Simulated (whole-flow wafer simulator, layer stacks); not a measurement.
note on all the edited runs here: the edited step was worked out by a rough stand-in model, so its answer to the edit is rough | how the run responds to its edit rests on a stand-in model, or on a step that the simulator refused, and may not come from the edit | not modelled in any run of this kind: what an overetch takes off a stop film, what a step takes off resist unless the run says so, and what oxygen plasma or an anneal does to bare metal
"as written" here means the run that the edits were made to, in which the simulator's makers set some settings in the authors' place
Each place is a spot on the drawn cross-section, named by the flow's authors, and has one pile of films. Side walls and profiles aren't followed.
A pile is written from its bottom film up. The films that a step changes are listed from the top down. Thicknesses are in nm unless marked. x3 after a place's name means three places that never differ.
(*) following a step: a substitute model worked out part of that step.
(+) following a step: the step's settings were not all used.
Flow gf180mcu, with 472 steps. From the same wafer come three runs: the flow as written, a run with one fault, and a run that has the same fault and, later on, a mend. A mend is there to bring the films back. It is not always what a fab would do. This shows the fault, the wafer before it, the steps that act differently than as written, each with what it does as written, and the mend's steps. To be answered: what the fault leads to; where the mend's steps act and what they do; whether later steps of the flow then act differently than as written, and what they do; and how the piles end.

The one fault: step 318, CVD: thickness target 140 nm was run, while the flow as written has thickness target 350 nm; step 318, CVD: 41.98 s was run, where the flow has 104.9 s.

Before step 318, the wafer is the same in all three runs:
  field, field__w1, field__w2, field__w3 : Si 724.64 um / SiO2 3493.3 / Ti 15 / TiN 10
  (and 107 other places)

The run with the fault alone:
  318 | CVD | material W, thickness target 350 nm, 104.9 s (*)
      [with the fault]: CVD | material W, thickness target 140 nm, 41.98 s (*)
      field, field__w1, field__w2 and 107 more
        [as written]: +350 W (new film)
        [with the fault]: +141.7 W (new film)
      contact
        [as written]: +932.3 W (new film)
        [with the fault]: +724 W (new film)
  Steps later in the flow that act otherwise than as written:
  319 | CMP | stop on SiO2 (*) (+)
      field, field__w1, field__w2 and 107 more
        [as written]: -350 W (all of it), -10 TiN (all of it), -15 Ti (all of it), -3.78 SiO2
        [with the fault]: -141.7 W (all of it), -10 TiN (all of it), -15 Ti (all of it), -1.68 SiO2
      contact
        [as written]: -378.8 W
        [with the fault]: -168.4 W
  At the end the piles are close to the flow's at the places that both follow, differing by at most 2% or 0.5 nm, whichever is larger.

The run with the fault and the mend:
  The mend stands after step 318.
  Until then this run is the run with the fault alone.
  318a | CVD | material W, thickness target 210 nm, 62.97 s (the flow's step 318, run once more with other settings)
      field, field__w1, field__w2 and 108 more
        +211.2 W
  Later steps of the flow that are run all act as written at every place that is followed, up to a difference of at most 2% or 0.5 nm, whichever is larger.
  At the end the piles are close to the flow's at the places that both follow, differing by at most 2% or 0.5 nm, whichever is larger.
